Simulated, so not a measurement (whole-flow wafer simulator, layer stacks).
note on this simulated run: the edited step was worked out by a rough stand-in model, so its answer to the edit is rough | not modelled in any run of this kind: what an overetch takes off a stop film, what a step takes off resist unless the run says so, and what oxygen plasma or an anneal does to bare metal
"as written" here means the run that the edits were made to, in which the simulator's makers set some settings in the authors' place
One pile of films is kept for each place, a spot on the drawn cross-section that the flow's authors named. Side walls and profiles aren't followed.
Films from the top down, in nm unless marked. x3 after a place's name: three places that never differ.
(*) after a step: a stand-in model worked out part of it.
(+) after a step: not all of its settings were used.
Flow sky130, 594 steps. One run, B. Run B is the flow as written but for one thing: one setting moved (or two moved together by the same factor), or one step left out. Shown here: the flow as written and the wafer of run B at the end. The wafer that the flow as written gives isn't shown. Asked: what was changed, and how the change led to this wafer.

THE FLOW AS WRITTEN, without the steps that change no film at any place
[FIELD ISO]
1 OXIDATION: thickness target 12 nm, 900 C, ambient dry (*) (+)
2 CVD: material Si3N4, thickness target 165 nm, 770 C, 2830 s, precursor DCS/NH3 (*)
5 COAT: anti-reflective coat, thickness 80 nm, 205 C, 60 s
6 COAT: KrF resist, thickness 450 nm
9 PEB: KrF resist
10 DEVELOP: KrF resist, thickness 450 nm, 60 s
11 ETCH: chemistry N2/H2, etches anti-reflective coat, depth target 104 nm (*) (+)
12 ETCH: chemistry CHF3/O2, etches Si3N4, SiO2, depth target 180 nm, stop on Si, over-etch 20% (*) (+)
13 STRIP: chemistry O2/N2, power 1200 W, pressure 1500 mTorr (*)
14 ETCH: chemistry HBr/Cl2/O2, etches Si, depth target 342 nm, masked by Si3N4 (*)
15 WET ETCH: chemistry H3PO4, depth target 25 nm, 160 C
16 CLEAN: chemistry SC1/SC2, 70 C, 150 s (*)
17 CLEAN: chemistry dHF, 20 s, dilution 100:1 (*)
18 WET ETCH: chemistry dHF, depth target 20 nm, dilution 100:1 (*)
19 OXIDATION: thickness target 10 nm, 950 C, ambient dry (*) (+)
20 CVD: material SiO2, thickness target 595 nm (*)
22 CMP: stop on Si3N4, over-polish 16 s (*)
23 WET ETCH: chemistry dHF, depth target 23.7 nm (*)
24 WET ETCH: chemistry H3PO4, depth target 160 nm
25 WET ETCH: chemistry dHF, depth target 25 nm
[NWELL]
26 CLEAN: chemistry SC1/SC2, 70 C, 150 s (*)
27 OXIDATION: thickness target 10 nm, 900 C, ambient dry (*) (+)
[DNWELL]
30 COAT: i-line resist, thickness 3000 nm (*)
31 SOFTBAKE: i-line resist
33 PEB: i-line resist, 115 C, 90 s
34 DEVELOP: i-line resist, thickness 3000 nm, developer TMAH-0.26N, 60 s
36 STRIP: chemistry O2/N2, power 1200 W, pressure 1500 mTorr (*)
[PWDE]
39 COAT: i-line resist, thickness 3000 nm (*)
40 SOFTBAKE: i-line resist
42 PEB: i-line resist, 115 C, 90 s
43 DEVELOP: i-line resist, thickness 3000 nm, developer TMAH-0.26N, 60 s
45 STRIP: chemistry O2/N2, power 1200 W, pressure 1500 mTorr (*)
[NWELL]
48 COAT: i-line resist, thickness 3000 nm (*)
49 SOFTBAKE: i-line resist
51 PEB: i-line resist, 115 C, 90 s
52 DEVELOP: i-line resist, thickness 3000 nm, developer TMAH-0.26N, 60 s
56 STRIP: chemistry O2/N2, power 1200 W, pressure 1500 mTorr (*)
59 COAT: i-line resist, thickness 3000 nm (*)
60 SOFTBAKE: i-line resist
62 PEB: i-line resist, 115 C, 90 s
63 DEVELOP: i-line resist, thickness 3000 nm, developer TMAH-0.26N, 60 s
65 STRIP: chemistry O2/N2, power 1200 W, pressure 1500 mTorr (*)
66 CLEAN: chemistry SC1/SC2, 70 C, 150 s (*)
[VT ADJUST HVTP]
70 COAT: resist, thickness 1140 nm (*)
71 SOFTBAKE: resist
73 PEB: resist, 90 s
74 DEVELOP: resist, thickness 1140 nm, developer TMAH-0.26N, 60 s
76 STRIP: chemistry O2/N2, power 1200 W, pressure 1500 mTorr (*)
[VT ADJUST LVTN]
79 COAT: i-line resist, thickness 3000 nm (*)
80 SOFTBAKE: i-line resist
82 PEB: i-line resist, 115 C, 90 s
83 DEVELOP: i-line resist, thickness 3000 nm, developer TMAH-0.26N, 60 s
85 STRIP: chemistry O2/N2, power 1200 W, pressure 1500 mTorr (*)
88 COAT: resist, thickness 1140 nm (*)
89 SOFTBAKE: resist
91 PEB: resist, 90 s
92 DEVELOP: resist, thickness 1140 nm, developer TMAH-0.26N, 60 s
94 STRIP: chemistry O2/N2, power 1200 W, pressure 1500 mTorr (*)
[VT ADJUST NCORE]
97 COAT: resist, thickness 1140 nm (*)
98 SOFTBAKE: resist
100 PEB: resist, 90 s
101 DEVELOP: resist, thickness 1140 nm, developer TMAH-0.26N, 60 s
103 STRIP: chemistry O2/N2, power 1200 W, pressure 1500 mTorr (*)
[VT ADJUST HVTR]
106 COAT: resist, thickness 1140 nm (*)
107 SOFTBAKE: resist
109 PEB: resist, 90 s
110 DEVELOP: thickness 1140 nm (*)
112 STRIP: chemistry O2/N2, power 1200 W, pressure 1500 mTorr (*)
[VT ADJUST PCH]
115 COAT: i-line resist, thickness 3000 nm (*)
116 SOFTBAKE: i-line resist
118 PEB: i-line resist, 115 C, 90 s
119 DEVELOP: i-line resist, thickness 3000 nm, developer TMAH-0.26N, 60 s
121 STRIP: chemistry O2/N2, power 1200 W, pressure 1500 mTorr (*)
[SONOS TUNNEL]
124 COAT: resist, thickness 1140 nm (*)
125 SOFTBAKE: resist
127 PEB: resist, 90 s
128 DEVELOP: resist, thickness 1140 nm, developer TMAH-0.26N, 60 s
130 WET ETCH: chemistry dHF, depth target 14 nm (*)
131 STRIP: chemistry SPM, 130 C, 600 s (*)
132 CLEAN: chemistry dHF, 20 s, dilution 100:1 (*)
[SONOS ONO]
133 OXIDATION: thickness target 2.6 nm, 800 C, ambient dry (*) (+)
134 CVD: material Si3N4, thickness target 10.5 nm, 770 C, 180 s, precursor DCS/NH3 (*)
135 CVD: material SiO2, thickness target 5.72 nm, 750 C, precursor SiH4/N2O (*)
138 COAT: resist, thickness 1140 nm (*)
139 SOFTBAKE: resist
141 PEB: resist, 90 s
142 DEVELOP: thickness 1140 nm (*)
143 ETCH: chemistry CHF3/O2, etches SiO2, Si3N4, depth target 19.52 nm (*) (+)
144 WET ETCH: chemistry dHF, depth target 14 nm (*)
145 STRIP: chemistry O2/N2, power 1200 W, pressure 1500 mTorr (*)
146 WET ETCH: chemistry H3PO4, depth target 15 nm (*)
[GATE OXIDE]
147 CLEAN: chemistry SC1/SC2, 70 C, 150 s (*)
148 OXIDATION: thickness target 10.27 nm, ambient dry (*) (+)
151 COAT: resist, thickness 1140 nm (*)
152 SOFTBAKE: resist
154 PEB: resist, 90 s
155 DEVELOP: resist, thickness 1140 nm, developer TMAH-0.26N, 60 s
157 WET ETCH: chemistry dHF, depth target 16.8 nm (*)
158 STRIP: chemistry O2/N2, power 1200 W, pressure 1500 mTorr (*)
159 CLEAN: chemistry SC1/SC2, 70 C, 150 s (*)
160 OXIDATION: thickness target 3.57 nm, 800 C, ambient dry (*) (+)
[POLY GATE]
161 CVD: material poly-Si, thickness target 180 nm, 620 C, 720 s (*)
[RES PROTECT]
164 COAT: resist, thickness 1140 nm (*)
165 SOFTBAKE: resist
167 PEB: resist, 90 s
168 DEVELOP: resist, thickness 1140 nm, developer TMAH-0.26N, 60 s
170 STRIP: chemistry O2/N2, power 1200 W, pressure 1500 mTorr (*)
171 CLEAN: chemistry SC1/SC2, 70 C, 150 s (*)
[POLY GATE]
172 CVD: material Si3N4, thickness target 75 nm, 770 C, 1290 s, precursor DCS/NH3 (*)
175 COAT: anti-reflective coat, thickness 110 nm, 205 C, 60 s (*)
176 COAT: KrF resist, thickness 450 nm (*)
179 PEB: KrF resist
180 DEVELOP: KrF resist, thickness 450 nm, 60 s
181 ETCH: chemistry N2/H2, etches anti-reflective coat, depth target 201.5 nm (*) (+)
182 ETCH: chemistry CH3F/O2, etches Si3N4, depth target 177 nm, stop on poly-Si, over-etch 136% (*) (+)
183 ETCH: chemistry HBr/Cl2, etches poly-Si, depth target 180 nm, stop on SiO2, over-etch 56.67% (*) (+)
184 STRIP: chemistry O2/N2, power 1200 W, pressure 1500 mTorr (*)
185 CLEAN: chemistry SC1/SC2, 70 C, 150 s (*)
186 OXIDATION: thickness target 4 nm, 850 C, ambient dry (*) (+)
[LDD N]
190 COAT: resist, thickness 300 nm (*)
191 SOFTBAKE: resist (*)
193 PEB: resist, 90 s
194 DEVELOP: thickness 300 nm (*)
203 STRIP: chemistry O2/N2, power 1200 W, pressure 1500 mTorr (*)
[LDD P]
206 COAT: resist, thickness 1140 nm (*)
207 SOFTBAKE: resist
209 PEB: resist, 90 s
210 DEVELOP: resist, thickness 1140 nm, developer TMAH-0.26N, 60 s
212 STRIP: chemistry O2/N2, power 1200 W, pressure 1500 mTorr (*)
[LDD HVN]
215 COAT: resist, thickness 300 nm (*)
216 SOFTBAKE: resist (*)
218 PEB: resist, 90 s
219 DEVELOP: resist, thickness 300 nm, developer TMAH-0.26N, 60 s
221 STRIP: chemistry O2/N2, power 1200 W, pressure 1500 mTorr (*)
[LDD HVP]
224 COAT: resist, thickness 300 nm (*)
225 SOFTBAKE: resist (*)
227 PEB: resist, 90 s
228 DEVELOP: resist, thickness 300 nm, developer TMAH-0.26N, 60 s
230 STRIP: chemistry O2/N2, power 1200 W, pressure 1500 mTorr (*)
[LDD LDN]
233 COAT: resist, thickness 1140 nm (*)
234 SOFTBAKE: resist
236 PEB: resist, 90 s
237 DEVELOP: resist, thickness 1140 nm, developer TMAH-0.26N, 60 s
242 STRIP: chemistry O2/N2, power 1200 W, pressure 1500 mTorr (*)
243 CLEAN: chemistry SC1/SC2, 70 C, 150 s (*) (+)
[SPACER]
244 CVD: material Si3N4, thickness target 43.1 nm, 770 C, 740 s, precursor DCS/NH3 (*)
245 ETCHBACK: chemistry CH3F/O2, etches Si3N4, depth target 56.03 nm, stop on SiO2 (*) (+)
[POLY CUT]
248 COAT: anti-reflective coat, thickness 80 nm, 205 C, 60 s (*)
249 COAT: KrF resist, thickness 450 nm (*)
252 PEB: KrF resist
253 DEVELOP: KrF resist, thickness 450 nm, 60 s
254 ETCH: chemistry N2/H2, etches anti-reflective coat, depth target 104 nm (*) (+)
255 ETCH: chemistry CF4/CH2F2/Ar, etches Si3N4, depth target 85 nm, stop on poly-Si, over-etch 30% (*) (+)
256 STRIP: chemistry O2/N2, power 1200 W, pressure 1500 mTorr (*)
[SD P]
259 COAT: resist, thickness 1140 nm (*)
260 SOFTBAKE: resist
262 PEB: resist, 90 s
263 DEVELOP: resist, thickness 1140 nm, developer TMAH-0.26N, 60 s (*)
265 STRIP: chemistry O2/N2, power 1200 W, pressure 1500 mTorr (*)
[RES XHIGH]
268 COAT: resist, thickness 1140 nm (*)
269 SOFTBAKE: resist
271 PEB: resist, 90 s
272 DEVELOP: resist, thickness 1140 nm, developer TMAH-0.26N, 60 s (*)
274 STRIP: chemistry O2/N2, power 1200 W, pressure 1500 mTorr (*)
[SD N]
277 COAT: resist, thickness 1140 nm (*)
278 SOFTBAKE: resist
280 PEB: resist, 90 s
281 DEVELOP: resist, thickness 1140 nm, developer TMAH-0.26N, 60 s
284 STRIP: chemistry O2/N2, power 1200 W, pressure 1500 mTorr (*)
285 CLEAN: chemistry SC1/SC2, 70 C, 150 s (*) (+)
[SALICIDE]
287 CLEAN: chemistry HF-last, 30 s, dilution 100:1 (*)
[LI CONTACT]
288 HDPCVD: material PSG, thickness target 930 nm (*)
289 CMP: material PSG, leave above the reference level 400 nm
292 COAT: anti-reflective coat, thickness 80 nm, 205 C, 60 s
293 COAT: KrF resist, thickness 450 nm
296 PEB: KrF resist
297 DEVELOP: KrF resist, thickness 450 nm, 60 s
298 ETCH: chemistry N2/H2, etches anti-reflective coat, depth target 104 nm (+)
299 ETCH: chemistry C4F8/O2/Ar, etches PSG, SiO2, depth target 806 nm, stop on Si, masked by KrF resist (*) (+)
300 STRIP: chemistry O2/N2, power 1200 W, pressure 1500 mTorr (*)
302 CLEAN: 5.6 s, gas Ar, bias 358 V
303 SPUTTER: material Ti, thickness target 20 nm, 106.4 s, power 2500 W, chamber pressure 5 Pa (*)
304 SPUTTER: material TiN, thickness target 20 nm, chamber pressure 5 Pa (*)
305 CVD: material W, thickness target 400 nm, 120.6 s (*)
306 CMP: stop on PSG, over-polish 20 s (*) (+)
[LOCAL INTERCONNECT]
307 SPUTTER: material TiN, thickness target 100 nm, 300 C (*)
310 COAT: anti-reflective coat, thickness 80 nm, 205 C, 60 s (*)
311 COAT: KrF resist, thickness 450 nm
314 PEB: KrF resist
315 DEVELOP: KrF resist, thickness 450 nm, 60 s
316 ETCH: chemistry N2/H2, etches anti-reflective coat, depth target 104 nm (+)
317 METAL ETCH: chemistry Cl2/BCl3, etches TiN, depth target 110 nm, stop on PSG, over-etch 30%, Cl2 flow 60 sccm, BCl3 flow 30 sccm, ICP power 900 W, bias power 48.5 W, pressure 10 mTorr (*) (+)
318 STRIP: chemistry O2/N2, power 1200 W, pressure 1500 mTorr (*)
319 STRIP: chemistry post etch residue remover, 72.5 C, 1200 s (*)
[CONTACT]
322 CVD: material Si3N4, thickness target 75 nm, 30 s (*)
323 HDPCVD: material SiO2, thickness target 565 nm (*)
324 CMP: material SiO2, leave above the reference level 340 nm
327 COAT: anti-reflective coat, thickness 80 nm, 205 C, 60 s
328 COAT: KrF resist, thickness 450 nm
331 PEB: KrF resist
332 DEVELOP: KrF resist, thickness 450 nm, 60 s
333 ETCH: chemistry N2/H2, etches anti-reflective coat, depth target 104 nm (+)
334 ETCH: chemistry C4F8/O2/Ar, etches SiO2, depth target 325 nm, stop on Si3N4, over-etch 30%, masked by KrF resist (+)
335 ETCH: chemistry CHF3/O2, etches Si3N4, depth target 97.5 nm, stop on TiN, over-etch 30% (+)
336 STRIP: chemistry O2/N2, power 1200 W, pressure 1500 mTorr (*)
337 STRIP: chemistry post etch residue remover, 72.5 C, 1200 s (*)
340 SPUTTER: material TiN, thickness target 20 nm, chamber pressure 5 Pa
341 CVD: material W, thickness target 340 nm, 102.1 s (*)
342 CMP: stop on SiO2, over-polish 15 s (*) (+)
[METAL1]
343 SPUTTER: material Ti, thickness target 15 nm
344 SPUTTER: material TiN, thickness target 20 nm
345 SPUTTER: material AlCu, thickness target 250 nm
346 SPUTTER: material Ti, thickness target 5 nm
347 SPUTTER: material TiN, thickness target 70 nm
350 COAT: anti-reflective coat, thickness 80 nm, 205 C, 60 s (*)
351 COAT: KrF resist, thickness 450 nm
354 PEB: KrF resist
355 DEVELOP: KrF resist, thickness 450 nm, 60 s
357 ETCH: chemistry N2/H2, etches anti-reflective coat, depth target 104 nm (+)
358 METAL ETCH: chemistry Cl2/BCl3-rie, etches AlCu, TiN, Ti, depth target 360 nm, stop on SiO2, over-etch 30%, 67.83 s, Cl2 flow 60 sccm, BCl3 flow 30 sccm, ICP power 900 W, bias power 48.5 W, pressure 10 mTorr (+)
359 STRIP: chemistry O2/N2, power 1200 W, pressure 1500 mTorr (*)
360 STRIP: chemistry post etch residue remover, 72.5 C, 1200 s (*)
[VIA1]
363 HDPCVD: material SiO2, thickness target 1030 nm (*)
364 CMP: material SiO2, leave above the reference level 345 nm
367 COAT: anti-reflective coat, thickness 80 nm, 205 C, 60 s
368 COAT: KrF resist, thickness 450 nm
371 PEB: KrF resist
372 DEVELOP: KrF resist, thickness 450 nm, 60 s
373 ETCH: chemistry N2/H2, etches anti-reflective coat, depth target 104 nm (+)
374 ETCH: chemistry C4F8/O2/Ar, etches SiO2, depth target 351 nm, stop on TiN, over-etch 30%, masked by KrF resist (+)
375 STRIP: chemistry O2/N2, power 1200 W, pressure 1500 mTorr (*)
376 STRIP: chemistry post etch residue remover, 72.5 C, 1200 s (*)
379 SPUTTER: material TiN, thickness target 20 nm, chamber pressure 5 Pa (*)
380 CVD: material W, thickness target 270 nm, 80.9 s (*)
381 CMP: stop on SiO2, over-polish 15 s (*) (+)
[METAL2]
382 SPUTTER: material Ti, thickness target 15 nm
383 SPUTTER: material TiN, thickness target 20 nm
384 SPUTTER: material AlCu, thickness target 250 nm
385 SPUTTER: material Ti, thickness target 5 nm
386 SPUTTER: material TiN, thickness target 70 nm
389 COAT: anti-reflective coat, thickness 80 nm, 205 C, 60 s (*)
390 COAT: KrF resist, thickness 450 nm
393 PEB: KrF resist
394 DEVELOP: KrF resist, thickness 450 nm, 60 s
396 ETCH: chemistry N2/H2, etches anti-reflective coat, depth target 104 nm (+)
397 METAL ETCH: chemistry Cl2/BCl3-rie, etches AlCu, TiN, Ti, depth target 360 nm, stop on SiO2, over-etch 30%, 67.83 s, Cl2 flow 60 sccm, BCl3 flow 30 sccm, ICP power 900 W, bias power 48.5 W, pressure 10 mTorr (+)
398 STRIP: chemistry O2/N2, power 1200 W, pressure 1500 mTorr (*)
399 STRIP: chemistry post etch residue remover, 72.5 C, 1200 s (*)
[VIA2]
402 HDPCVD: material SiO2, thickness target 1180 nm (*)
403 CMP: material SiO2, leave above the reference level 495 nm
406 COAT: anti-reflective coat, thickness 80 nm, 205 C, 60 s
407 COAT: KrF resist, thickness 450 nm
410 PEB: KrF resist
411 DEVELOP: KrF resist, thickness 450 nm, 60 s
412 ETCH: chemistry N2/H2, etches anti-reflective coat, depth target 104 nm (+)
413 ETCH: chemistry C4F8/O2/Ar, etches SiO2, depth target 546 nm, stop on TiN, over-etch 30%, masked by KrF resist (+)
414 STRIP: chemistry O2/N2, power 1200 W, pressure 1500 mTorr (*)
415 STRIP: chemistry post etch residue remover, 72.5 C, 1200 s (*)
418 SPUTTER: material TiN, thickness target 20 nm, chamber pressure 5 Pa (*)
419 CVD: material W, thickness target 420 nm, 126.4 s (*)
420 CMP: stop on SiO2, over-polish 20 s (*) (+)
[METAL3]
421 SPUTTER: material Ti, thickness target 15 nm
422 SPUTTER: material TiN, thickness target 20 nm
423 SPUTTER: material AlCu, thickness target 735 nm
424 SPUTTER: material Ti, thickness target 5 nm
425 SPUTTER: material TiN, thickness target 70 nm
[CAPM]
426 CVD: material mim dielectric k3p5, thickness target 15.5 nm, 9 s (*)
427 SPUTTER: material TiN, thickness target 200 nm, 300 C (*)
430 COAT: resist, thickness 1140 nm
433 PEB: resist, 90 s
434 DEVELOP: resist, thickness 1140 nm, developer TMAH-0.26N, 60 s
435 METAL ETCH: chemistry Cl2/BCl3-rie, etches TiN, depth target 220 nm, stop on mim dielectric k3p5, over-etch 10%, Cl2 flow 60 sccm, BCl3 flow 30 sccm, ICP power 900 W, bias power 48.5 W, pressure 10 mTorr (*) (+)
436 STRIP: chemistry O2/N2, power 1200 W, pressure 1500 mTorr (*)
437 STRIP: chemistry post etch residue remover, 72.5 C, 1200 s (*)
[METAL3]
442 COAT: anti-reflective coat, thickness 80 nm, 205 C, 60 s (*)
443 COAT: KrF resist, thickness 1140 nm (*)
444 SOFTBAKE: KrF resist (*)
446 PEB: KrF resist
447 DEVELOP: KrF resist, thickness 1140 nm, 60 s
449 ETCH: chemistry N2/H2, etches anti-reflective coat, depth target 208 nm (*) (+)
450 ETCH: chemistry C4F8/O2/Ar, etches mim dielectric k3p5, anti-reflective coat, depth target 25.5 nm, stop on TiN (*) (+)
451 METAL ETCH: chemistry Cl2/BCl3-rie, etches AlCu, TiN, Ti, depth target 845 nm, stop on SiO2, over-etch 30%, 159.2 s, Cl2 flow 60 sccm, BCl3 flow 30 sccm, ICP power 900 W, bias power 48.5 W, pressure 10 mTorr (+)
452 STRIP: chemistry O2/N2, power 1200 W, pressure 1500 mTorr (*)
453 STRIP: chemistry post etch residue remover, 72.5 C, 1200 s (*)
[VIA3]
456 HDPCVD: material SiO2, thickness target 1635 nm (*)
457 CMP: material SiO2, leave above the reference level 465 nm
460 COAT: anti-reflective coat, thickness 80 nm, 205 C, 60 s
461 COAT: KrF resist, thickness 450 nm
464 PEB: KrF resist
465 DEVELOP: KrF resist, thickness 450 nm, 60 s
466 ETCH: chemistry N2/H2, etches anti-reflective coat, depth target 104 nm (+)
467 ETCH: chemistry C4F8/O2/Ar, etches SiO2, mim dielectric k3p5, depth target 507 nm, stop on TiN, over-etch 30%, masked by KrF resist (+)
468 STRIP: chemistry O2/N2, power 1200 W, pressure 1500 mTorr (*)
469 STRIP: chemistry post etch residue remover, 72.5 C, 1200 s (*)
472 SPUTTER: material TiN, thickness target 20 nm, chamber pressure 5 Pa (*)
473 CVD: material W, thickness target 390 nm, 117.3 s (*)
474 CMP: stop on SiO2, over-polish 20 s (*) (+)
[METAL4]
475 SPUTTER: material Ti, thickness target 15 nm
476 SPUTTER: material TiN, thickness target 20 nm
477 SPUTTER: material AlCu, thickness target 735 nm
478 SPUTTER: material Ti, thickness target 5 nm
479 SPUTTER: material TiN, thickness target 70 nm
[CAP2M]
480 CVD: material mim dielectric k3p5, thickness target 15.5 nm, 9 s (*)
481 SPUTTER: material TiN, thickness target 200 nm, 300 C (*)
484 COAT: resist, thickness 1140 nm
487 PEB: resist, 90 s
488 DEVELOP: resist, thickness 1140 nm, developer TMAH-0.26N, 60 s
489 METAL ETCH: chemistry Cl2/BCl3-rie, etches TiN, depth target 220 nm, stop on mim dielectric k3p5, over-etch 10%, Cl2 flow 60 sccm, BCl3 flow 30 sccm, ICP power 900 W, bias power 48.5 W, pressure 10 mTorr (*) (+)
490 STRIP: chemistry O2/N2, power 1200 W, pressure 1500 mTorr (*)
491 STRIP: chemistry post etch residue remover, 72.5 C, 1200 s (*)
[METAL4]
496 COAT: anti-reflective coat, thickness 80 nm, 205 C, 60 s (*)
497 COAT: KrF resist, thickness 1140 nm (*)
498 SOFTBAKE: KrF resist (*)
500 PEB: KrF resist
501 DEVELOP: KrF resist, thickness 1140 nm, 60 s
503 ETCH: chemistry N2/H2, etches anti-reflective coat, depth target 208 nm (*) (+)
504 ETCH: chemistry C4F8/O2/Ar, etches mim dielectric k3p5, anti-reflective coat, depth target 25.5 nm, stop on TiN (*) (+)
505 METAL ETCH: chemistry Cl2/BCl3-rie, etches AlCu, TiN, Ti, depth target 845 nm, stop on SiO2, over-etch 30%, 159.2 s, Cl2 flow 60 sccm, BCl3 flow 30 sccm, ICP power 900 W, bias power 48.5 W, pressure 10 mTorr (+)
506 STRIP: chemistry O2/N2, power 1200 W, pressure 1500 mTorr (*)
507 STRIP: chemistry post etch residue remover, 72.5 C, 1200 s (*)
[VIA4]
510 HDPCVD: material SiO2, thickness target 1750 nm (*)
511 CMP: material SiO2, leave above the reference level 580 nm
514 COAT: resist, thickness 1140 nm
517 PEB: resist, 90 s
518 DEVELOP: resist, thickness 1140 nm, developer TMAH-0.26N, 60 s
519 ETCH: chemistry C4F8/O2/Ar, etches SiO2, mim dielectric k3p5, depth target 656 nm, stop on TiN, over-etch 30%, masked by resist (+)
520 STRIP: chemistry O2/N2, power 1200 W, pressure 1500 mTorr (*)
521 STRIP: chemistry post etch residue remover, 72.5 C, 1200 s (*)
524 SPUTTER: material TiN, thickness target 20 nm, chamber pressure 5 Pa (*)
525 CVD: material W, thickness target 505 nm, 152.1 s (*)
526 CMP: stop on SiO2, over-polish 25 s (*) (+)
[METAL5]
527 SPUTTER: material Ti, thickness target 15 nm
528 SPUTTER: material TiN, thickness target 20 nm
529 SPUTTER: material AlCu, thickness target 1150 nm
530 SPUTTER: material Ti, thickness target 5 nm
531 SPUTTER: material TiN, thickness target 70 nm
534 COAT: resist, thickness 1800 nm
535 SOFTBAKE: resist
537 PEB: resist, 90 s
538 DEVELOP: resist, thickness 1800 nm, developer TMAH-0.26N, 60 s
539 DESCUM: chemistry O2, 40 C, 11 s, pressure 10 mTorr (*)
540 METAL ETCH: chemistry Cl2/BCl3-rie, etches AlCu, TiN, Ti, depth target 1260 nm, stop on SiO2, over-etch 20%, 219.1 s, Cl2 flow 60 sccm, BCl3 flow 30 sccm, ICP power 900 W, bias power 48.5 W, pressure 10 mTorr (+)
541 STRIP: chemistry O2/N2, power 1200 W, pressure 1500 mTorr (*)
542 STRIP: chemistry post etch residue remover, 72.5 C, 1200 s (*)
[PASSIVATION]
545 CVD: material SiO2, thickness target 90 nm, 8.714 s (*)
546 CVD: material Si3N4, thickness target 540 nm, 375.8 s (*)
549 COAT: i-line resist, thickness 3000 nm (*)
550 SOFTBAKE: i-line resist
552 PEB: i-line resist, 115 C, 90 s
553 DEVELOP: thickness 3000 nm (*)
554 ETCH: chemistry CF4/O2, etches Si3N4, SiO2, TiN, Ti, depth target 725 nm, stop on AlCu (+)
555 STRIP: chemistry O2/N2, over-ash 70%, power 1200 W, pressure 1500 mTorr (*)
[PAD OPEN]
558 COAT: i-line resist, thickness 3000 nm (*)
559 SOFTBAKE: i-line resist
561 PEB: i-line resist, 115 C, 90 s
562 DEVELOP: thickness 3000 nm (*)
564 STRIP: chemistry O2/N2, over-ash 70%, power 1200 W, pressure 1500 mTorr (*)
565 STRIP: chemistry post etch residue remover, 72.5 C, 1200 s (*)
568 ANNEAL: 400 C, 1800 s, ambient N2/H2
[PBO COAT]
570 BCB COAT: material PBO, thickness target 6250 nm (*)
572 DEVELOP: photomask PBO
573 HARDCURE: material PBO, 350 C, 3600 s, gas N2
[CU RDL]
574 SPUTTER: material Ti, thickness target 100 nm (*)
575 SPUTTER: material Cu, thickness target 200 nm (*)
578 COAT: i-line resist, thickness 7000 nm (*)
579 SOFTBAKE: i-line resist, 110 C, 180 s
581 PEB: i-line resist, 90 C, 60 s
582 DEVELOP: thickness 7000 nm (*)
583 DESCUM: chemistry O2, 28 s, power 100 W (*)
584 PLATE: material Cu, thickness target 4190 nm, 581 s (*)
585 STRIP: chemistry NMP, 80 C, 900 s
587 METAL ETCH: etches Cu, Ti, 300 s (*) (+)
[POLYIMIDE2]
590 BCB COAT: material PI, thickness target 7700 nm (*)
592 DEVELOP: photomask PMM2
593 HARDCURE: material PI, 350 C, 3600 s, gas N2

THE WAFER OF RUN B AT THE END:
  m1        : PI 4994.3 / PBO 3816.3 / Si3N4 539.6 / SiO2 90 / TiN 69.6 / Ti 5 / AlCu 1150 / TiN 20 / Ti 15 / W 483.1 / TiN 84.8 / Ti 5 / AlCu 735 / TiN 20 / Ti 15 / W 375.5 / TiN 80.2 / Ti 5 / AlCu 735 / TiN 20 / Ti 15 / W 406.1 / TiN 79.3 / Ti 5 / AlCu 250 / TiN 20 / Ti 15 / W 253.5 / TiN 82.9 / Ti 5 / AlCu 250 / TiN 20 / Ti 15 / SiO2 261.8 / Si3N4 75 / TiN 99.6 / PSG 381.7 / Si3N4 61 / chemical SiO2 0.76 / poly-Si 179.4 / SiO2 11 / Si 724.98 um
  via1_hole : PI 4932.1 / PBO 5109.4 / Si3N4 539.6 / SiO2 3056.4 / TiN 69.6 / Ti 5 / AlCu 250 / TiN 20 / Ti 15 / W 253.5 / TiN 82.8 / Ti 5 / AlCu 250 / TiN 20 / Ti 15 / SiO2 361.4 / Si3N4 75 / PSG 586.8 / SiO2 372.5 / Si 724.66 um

The cause: step 379, SPUTTER: thickness target 25 nm was run, where the flow has thickness target 20 nm.

How the change led to this, step by step:
  379 SPUTTER: material TiN, thickness target 20 nm, chamber pressure 5 Pa (*)
      field, active, n_well and 186 more: TiN +25 (new film) (as written it would be: TiN +20 (new film))
      m1: TiN +13.7 (as written it would be: TiN +11)
      (and at 1 more place)
  381 CMP: stop on SiO2, over-polish 15 s (*) (+)
      field, active, n_well and 186 more: W -270 (all of it), TiN -25 (all of it), SiO2 -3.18 (as written it would be: W -270 (all of it), TiN -20 (all of it), SiO2 -3.18)
